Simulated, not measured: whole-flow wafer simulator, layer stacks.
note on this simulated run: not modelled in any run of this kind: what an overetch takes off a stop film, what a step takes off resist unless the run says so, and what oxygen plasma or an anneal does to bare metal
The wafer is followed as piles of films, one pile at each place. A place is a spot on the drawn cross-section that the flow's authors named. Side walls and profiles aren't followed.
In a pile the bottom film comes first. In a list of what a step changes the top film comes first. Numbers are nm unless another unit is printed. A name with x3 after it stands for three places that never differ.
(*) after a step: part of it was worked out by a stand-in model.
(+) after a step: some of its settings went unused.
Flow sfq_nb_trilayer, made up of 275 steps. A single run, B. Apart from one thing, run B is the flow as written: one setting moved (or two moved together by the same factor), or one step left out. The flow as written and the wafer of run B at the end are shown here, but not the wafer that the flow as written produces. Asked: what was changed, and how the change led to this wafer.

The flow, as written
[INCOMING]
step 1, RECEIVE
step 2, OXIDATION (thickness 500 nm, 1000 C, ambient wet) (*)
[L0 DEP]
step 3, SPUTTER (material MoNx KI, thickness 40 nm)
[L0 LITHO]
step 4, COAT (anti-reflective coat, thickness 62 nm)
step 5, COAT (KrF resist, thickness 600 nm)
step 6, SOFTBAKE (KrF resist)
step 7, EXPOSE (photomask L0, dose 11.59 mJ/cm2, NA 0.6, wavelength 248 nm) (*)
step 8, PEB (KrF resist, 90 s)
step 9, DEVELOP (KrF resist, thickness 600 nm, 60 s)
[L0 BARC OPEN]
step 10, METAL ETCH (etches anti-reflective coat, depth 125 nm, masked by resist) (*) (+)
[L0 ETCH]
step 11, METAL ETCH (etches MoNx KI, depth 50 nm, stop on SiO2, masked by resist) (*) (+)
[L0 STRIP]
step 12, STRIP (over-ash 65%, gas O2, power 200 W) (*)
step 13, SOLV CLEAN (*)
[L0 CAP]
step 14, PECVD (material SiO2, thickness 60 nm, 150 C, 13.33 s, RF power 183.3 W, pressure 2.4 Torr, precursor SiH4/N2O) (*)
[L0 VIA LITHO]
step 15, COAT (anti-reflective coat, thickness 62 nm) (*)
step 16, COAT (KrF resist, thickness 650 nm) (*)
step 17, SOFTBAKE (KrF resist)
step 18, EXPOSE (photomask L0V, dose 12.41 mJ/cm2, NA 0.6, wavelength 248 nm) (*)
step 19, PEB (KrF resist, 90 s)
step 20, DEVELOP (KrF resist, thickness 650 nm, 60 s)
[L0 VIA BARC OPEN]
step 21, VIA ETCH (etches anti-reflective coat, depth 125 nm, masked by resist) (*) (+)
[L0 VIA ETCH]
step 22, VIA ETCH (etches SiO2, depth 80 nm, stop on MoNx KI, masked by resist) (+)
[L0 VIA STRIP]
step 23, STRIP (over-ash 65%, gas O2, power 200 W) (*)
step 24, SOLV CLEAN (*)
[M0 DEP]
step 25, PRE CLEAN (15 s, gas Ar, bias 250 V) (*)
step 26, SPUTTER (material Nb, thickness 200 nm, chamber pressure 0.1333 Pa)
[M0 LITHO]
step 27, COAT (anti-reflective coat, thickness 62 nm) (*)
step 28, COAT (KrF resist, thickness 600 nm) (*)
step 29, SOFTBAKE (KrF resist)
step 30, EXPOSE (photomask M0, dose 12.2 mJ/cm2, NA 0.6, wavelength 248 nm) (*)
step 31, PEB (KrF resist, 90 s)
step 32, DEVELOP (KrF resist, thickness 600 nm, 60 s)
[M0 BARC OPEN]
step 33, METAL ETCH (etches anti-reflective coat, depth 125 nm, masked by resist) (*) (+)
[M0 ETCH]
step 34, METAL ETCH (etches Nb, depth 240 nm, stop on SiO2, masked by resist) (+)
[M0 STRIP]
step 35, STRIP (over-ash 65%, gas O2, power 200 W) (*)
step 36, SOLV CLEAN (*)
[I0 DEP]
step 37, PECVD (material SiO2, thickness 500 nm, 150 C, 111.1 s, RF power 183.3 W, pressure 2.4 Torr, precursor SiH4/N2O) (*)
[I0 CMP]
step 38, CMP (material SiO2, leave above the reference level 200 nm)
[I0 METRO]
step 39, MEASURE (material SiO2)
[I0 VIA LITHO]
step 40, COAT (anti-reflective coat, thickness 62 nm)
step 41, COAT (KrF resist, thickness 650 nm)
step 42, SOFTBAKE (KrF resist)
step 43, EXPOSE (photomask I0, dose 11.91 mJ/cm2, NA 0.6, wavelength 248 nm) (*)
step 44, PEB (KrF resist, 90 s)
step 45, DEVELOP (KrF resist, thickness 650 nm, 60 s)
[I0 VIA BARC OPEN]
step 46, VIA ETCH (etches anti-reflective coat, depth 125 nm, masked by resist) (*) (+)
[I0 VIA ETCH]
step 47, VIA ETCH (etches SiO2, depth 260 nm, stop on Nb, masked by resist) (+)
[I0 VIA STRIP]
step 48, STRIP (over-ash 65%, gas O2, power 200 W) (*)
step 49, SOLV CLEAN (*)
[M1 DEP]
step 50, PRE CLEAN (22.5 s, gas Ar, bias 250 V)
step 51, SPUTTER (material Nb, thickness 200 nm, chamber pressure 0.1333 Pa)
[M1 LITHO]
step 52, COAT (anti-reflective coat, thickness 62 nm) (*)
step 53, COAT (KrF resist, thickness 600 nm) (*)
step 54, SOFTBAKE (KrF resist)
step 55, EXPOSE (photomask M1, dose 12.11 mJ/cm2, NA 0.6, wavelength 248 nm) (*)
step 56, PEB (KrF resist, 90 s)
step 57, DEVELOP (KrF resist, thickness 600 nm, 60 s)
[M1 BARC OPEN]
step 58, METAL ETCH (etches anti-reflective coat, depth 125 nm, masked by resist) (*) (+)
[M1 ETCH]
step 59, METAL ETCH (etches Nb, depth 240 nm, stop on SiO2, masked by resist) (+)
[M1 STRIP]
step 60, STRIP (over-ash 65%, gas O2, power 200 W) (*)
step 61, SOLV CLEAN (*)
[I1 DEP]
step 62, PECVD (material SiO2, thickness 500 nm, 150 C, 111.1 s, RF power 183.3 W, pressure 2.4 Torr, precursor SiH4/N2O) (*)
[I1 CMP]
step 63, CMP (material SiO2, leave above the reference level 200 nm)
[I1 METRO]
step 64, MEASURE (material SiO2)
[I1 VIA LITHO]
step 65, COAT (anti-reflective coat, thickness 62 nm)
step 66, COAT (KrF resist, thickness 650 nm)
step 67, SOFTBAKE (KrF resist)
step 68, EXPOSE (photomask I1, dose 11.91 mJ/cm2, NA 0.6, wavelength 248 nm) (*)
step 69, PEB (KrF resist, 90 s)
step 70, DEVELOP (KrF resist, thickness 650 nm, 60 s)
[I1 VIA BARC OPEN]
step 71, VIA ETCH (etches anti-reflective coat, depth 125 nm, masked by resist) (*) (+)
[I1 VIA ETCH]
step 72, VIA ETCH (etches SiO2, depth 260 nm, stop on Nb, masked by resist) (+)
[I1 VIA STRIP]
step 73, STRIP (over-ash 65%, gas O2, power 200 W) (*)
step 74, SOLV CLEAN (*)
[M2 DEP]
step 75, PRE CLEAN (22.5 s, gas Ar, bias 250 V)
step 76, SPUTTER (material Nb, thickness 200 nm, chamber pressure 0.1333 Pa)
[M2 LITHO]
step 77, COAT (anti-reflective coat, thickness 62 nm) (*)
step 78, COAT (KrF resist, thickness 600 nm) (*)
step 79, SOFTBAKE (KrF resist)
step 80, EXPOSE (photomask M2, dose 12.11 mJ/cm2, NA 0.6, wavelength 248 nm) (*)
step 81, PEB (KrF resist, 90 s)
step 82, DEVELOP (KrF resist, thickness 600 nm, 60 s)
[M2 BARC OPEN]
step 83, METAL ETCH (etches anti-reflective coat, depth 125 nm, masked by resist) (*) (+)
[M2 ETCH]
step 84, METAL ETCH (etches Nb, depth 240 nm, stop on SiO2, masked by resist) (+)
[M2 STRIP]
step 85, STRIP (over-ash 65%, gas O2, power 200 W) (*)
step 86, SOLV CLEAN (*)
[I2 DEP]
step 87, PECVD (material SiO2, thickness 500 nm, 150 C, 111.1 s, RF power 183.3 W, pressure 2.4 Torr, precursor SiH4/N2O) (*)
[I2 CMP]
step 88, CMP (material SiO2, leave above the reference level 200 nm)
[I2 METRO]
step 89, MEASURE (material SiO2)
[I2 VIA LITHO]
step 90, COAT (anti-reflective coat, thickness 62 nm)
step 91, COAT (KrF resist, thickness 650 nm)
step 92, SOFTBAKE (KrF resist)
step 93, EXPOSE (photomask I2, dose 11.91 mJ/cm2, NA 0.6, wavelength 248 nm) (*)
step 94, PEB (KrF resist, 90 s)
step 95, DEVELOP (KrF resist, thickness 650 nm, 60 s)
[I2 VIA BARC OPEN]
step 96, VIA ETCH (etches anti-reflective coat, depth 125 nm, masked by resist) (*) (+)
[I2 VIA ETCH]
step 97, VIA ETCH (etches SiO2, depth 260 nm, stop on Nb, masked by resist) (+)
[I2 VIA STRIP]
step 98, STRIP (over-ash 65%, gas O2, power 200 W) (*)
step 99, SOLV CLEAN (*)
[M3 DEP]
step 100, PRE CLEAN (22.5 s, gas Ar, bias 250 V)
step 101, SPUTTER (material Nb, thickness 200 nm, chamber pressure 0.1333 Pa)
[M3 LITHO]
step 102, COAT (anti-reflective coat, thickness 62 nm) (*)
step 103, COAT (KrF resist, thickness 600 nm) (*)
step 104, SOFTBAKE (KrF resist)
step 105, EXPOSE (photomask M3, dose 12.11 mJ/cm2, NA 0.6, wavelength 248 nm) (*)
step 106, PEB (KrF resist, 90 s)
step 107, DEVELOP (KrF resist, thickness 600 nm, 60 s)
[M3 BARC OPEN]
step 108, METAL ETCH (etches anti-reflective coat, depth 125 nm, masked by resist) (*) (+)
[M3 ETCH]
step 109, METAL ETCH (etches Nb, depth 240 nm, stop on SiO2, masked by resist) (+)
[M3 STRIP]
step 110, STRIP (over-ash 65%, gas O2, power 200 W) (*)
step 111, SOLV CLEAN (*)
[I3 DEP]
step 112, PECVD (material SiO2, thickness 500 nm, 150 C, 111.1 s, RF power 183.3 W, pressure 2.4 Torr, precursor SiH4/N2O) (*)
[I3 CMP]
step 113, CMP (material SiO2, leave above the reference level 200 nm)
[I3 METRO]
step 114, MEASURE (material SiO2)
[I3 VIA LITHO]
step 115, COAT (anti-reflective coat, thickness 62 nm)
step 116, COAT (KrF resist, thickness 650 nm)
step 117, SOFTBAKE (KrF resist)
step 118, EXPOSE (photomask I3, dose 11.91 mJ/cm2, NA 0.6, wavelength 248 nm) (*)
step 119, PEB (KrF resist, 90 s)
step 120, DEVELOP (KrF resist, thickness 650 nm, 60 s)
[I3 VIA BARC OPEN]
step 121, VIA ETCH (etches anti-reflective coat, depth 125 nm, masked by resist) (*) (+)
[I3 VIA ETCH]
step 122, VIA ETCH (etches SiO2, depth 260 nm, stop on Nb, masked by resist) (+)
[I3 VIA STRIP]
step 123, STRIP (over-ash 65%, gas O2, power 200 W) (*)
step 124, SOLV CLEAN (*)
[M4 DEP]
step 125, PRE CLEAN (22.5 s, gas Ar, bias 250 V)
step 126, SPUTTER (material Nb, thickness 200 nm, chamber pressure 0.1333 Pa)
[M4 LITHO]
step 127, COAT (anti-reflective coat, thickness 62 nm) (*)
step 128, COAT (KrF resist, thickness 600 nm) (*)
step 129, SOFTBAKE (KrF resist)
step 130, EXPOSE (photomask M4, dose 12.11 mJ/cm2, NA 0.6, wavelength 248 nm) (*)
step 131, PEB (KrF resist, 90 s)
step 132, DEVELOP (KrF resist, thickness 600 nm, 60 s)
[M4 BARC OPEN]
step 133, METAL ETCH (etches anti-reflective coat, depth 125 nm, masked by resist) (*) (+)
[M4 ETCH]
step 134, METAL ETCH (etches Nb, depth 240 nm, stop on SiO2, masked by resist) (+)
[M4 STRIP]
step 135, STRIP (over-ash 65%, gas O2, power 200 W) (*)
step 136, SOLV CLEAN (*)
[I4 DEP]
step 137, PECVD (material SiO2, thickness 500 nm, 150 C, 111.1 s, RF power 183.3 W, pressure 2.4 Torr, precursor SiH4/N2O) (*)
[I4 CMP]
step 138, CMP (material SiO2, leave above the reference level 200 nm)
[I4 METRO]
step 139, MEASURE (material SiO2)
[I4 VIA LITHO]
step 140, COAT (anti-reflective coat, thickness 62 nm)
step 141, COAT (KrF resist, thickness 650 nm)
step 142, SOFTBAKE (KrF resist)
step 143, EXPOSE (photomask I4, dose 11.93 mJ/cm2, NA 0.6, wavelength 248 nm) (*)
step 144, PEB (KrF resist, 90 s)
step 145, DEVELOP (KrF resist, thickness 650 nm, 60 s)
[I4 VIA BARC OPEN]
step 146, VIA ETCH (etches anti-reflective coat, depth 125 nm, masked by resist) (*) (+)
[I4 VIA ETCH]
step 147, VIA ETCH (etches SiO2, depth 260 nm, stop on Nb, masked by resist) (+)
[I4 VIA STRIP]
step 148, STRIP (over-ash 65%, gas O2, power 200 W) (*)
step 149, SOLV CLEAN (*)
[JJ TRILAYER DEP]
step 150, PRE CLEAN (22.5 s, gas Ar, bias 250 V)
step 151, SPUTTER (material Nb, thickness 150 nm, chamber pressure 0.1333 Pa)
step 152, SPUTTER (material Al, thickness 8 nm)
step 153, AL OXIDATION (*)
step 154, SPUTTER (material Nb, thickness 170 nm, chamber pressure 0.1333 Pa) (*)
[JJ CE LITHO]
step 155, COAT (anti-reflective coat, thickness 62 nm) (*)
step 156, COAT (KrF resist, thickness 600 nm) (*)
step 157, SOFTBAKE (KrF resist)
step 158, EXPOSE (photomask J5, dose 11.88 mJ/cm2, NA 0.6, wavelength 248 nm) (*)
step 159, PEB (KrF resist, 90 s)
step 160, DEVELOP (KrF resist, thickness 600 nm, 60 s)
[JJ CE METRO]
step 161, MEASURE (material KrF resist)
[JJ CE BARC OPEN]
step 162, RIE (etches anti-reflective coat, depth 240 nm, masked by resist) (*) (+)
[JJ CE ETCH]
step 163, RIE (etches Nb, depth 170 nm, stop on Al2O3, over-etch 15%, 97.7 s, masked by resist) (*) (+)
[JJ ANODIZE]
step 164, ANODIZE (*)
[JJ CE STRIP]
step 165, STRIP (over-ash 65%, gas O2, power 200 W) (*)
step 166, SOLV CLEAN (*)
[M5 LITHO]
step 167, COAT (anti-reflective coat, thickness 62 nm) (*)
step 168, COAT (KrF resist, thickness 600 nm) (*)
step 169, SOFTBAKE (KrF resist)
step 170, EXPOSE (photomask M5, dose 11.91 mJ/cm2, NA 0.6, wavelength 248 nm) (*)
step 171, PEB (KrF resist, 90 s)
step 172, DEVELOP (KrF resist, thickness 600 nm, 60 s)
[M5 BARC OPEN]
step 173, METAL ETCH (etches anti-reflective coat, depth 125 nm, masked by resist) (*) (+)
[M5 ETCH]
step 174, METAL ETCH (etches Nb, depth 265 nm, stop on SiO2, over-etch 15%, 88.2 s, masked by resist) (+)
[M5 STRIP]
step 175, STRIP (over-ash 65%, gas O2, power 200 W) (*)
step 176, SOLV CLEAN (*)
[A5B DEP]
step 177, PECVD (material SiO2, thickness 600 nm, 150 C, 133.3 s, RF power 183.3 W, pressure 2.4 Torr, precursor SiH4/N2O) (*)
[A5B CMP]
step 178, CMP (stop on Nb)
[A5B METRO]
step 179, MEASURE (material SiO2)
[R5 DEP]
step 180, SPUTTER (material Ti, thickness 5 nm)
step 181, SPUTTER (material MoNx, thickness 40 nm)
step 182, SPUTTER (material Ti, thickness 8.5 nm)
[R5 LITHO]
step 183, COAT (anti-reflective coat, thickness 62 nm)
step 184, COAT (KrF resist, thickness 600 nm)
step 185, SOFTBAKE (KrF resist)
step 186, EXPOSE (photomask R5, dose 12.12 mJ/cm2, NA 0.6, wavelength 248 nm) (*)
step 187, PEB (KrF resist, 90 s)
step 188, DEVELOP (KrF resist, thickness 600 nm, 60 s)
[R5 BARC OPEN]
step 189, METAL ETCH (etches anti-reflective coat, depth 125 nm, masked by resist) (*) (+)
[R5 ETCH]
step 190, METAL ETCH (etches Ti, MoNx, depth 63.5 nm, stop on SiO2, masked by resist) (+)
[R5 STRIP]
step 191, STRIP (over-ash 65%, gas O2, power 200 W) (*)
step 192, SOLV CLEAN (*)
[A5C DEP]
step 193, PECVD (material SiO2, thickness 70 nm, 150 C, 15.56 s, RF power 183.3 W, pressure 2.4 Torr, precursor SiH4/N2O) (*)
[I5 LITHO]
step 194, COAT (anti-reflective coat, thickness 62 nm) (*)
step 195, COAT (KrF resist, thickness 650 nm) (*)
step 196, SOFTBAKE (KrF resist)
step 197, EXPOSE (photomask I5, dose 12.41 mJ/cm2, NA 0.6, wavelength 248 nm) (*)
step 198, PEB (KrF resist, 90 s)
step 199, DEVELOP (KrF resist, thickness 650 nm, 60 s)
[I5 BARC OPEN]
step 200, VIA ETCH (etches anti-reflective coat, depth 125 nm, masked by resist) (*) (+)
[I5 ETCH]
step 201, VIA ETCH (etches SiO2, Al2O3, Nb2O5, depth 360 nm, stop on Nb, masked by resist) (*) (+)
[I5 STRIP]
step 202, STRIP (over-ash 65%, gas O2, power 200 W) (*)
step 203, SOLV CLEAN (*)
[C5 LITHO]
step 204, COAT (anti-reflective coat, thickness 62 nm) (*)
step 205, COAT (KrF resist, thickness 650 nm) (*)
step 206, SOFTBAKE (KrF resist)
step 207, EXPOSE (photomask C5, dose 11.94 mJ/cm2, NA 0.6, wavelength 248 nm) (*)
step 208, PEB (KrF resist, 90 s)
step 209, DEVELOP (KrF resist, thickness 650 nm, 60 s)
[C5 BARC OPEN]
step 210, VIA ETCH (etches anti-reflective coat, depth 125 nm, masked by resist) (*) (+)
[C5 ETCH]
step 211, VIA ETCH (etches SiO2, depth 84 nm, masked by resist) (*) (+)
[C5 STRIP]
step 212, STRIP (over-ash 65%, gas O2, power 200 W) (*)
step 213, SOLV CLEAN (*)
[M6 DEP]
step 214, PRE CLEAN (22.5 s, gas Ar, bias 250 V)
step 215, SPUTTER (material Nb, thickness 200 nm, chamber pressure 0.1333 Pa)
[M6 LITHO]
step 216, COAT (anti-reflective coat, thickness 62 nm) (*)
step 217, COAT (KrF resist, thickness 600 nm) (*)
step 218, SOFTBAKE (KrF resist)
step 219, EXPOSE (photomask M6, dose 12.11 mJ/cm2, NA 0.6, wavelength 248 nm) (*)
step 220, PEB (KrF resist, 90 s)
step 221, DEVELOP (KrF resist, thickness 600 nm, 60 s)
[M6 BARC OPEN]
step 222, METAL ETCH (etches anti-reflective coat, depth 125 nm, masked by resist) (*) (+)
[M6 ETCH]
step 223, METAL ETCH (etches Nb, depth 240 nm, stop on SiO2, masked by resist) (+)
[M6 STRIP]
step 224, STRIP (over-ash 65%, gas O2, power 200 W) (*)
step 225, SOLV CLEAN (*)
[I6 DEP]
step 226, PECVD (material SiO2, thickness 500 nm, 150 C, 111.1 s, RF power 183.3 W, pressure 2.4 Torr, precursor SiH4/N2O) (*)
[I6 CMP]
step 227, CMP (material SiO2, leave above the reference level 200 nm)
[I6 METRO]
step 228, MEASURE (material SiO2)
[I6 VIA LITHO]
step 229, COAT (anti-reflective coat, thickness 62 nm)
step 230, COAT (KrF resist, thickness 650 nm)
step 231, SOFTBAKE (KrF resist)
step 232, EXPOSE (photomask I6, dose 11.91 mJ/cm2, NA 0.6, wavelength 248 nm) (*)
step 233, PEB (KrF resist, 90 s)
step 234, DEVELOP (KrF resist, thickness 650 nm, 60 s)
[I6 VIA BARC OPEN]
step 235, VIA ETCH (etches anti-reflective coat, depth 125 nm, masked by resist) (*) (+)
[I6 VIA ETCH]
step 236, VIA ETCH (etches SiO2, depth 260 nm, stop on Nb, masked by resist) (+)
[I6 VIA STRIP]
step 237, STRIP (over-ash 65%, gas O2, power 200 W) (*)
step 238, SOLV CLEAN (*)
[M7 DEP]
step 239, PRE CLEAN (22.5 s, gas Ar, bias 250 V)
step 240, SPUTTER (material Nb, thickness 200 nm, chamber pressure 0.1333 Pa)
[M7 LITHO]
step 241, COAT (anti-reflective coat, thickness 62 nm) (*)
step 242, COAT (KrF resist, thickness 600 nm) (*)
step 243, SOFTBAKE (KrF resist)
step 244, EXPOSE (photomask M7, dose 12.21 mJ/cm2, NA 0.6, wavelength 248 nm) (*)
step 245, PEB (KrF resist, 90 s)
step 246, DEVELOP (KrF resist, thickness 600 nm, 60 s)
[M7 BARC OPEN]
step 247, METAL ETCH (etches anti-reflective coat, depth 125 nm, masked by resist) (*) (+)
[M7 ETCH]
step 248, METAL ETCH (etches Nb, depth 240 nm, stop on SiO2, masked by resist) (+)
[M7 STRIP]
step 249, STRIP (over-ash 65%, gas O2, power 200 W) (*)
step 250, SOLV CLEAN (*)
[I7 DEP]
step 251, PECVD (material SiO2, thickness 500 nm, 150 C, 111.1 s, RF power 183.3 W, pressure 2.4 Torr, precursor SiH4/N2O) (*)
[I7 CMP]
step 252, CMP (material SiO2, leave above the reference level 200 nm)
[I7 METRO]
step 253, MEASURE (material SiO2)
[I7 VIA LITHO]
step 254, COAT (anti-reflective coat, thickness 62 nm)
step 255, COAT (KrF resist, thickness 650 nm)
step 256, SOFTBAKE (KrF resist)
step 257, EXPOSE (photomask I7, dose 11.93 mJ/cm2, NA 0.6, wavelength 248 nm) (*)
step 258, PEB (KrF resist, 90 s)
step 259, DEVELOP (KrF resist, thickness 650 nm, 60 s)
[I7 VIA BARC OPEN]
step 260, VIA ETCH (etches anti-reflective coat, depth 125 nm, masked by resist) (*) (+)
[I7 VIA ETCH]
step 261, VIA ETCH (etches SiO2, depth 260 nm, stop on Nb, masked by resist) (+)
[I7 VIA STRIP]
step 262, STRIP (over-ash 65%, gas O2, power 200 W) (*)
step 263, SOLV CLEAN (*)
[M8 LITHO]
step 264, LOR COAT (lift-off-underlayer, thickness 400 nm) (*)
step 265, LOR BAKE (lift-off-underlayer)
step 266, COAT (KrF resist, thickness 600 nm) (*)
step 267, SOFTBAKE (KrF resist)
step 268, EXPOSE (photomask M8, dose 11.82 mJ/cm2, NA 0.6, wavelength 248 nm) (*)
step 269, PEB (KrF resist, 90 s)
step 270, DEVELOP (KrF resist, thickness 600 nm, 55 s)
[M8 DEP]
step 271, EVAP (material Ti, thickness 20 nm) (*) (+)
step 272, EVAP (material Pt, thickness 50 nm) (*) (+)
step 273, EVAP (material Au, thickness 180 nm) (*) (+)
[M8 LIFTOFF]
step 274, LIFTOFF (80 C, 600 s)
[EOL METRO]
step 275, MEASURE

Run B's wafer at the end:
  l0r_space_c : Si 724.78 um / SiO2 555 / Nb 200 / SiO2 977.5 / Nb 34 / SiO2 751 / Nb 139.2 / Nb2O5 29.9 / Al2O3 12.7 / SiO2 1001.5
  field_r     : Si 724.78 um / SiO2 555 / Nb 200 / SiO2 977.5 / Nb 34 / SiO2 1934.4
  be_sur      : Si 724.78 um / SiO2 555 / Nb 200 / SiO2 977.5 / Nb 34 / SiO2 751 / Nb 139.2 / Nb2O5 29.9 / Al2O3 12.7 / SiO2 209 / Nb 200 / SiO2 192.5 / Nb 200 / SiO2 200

The reason: step 109, METAL ETCH: depth 166 nm was run, though the flow has depth 240 nm.

How this came from the change, step by step:
  step 109, METAL ETCH (etches Nb, depth 240 nm, stop on SiO2, masked by resist) (+)
      field_l, be, be_sur and 72 more: -166 Nb (as written it would have been: -200 Nb (all of it))
      v_sur, via_wl, via_w and 28 more: -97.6 KrF resist (as written it would have been: -141.2 KrF resist)
  step 110, STRIP (over-ash 65%, gas O2, power 200 W) (*)
      p4_w1, p4_w2, p4_w3 and 21 more: -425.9 KrF resist (all of it), -62 anti-reflective coat (all of it) (as written it would have been: -382.4 KrF resist (all of it), -62 anti-reflective coat (all of it))
      v_sur: -408.8 KrF resist (all of it), -61.1 anti-reflective coat (all of it) (as written it would have been: -365.3 KrF resist (all of it), -61.1 anti-reflective coat (all of it))
      (and at 6 other places as well)
  step 112, PECVD (material SiO2, thickness 500 nm, 150 C, 111.1 s, RF power 183.3 W, pressure 2.4 Torr, precursor SiH4/N2O) (*)
      field_l, be, be_sur and 64 more: +500 SiO2 (new film) (as written it would have been: +500 SiO2)
      p4_g1, p4_g2, p3_s0, p3_s1, p3_s2, p3_s3, p3_s4, p3_s5: +523.1 SiO2 (new film) (as written it would have been: +557.1 SiO2)
  step 113, CMP (material SiO2, leave above the reference level 200 nm)
      field_l, be, be_sur and 64 more: -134 SiO2 (as written it would have been: -100 SiO2)
With metal films that touch counted as one body, l0r_space_c has 3 bodies (between them, from the top down: SiO2 751; SiO2 977.5); the flow as written gives 2 bodies (between them, from the top down: SiO2 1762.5).
With metal films that touch counted as one body, field_r has 2 bodies (between them, from the top down: SiO2 977.5); the flow as written gives 1 body.
With metal films that touch counted as one body, be_sur has 5 bodies (between them, from the top down: SiO2 192.5; SiO2 209 / Al2O3 12.7 / Nb2O5 29.9; SiO2 751; SiO2 977.5); the flow as written gives 4 bodies (between them, from the top down: SiO2 192.5; SiO2 209 / Al2O3 12.7 / Nb2O5 29.9; SiO2 1762.5).
